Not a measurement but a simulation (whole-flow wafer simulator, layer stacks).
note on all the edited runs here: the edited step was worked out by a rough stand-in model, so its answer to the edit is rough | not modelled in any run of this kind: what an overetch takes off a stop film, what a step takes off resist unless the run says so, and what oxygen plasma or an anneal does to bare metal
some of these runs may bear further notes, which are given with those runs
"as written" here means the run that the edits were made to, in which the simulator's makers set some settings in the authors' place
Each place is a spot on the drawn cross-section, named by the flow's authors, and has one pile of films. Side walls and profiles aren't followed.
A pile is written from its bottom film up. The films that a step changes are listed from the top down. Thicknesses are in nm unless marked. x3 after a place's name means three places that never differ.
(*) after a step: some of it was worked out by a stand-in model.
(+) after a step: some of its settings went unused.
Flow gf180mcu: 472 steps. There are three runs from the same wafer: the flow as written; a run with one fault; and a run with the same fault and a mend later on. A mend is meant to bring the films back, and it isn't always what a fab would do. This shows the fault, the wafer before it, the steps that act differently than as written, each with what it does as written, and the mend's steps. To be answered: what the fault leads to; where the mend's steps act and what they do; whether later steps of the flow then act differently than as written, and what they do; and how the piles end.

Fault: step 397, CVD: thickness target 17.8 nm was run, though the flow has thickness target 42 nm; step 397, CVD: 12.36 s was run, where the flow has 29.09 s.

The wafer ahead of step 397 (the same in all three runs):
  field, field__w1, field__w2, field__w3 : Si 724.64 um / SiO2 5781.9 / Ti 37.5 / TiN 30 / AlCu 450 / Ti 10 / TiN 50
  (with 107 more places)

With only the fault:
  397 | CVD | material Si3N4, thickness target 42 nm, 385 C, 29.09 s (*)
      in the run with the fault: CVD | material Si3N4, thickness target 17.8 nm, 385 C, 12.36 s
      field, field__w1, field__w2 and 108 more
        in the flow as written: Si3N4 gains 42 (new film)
        in the run with the fault: Si3N4 gains 17.9 (new film)
  Steps later in the flow that act otherwise than as written (5 more steps, not shown, differ only slightly: by at most 2% or 0.5 nm, whichever is larger):
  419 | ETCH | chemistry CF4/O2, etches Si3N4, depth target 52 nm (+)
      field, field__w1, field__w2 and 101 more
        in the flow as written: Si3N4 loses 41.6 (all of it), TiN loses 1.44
        in the run with the fault: Si3N4 loses 17.5 (all of it), TiN loses 1.22
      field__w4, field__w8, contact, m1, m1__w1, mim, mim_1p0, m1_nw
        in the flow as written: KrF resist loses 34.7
        in the run with the fault: KrF resist loses 17.5
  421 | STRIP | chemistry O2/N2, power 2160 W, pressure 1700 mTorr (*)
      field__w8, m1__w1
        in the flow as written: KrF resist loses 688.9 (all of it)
        in the run with the fault: KrF resist loses 706 (all of it)
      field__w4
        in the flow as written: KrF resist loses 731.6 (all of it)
        in the run with the fault: KrF resist loses 748.8 (all of it)
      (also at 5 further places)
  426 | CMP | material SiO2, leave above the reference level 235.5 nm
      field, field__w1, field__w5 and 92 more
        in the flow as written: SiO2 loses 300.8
        in the run with the fault: SiO2 loses 325
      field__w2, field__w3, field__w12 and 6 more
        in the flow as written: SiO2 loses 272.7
        in the run with the fault: SiO2 loses 297.9
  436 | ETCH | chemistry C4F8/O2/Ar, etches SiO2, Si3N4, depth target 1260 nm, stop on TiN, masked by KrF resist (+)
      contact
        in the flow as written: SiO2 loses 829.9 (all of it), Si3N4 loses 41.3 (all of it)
        in the run with the fault: SiO2 loses 829.9 (all of it), Si3N4 loses 17.2 (all of it)
  By the end, the piles at field__w4, field__w8, contact, m1, m1__w1, mim, mim_1p0, m1_nw depart from the flow's by more than 2% or 0.5 nm, whichever is larger.
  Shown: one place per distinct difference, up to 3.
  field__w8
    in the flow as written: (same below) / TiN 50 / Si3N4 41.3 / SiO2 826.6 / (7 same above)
    in the run with the fault: (same below) / TiN 50 / Si3N4 17.2 / SiO2 826.6 / (7 same above)
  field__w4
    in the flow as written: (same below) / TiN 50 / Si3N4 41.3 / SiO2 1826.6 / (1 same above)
    in the run with the fault: (same below) / TiN 50 / Si3N4 17.2 / SiO2 1826.6 / (1 same above)
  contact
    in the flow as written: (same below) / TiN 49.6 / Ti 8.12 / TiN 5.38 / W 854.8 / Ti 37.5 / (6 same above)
    in the run with the fault: (same below) / TiN 49.6 / Ti 8.23 / TiN 5.46 / W 830.5 / Ti 37.5 / (6 same above)

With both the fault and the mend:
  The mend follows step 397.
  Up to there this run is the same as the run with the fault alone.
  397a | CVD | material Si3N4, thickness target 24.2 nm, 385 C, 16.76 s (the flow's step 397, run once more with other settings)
      field, field__w1, field__w2 and 108 more
        Si3N4 gains 24.2
  Later steps of the flow that are run all act as written at every place that is followed, up to a difference of at most 2% or 0.5 nm, whichever is larger.
  When the end is reached, the piles differ only a little from the flow's at the places that both follow, at most by 2% or 0.5 nm, whichever is larger.
